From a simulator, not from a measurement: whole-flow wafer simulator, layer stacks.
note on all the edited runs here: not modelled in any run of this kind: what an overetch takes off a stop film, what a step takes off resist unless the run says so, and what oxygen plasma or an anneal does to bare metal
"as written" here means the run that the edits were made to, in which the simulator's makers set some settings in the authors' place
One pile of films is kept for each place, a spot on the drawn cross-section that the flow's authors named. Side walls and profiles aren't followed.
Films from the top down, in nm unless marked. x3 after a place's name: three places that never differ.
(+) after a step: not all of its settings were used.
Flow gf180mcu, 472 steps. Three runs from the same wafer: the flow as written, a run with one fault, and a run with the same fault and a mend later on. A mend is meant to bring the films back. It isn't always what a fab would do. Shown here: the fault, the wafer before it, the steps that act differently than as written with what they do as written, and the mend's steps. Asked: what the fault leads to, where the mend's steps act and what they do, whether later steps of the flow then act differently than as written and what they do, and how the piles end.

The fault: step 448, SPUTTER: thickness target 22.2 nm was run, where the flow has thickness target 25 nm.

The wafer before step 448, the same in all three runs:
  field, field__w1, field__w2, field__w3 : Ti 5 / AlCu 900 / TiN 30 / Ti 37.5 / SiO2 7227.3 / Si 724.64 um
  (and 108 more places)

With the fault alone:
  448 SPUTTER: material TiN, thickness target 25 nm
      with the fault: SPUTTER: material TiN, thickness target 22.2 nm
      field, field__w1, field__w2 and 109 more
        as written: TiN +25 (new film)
        with the fault: TiN +22.2 (new film)
  Later steps of the flow that act differently than as written (4 more steps differ only slightly, by at most 2% or 0.5 nm, whichever is larger, and aren't shown):
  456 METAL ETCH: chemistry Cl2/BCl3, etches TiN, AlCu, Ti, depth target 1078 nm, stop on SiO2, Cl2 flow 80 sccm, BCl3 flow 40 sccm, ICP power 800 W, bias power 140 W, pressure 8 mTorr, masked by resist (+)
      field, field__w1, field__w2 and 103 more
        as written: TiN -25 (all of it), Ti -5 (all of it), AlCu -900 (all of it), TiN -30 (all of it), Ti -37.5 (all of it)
        with the fault: TiN -22.2 (all of it), Ti -5 (all of it), AlCu -900 (all of it), TiN -30 (all of it), Ti -37.5 (all of it)
  At the end the piles differ from the flow's by more than 2% or 0.5 nm, whichever is larger, at field__w8, contact, m1, m1__w1, pad, m1_nw.
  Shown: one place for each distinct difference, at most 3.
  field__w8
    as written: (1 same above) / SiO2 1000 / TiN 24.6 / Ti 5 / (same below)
    with the fault: (1 same above) / SiO2 1000 / TiN 21.8 / Ti 5 / (same below)
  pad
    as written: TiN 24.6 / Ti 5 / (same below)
    with the fault: TiN 21.8 / Ti 5 / (same below)

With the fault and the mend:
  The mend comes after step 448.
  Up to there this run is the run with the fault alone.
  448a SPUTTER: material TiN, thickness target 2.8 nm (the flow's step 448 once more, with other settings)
      field, field__w1, field__w2 and 109 more
        TiN +2.8
  No later step of the flow acts differently than as written at any place that is followed.
  At the end the piles are the same as the flow's at every place that both follow.
